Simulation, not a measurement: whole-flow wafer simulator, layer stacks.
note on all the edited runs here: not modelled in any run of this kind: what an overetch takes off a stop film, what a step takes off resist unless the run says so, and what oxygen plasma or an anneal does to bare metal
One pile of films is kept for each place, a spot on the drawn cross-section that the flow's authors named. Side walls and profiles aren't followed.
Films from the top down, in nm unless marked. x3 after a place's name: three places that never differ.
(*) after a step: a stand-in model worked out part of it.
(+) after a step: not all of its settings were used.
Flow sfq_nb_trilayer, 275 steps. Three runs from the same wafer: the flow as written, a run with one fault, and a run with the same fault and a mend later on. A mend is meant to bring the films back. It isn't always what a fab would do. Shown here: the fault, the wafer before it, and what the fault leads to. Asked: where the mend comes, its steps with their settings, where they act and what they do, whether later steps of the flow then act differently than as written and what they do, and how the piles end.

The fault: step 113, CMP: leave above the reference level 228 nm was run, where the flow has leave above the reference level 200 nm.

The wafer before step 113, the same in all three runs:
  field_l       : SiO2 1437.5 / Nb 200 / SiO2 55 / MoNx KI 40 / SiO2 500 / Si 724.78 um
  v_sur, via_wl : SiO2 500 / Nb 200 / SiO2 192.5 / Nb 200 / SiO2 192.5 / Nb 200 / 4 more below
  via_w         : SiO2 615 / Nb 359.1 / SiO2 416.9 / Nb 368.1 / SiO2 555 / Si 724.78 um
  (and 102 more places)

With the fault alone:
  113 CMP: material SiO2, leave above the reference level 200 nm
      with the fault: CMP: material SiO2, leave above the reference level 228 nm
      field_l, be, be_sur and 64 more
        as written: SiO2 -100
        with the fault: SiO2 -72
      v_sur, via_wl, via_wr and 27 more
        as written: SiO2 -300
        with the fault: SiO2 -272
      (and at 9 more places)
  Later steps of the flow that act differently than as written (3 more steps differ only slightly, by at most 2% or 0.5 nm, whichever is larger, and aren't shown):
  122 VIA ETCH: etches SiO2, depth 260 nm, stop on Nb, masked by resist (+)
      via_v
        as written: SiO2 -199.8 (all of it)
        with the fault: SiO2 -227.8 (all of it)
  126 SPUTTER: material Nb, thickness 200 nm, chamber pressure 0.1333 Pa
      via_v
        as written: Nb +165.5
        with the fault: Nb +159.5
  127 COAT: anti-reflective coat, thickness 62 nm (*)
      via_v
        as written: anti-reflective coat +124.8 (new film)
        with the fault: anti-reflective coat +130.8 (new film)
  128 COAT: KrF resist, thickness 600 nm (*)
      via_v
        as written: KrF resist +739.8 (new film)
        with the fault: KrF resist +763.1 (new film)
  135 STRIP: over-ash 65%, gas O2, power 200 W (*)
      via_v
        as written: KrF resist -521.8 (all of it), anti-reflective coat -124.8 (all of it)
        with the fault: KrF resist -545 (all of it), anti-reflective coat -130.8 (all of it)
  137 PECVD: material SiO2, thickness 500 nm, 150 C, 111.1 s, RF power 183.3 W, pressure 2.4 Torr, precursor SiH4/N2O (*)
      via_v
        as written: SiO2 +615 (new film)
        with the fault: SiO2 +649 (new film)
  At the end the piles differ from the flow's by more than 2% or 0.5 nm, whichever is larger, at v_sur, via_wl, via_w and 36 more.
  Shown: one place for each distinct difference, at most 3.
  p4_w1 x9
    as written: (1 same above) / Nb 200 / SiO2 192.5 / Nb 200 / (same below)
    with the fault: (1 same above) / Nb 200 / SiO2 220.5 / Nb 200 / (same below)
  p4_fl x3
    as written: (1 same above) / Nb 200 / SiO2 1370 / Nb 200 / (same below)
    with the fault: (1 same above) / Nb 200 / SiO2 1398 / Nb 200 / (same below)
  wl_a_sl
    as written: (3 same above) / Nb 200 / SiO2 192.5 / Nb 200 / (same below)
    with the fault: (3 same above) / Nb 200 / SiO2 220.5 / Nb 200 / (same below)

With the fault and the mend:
  The mend comes after step 120.
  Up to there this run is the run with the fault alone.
  120a STRIP: over-ash 65%, gas O2, power 200 W (*)
      field_l, v_sur, via_wl and 102 more
        KrF resist -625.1 (all of it), anti-reflective coat -62 (all of it)
      via_v
        anti-reflective coat -62 (all of it)
  120b CMP: material SiO2, leave above the reference level 200 nm (the flow's step 113 once more)
      field_l, v_sur, via_wl and 103 more
        SiO2 -28
  120c COAT: anti-reflective coat, thickness 62 nm (the flow's step 115 once more)
      field_l, v_sur, via_wl and 103 more
        anti-reflective coat +62 (new film)
  120d COAT: KrF resist, thickness 650 nm (the flow's step 116 once more)
      field_l, v_sur, via_wl and 103 more
        KrF resist +650 (new film)
  120e SOFTBAKE: KrF resist (the flow's step 117 once more)
      changes no film at any place that is followed
  120f EXPOSE: photomask I3, dose 11.91 mJ/cm2, NA 0.6, wavelength 248 nm (*) (the flow's step 118 once more)
      changes no film at any place that is followed
  120g PEB: KrF resist, 90 s (the flow's step 119 once more)
      field_l, v_sur, via_wl and 103 more
        KrF resist -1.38
  120h DEVELOP: KrF resist, thickness 650 nm, 60 s (the flow's step 120 once more)
      field_l, v_sur, via_wl and 102 more
        KrF resist -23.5
      via_v
        KrF resist -648.6 (all of it)
  No later step of the flow acts differently than as written at any place that is followed.
  At the end the piles are the same as the flow's at every place that both follow.
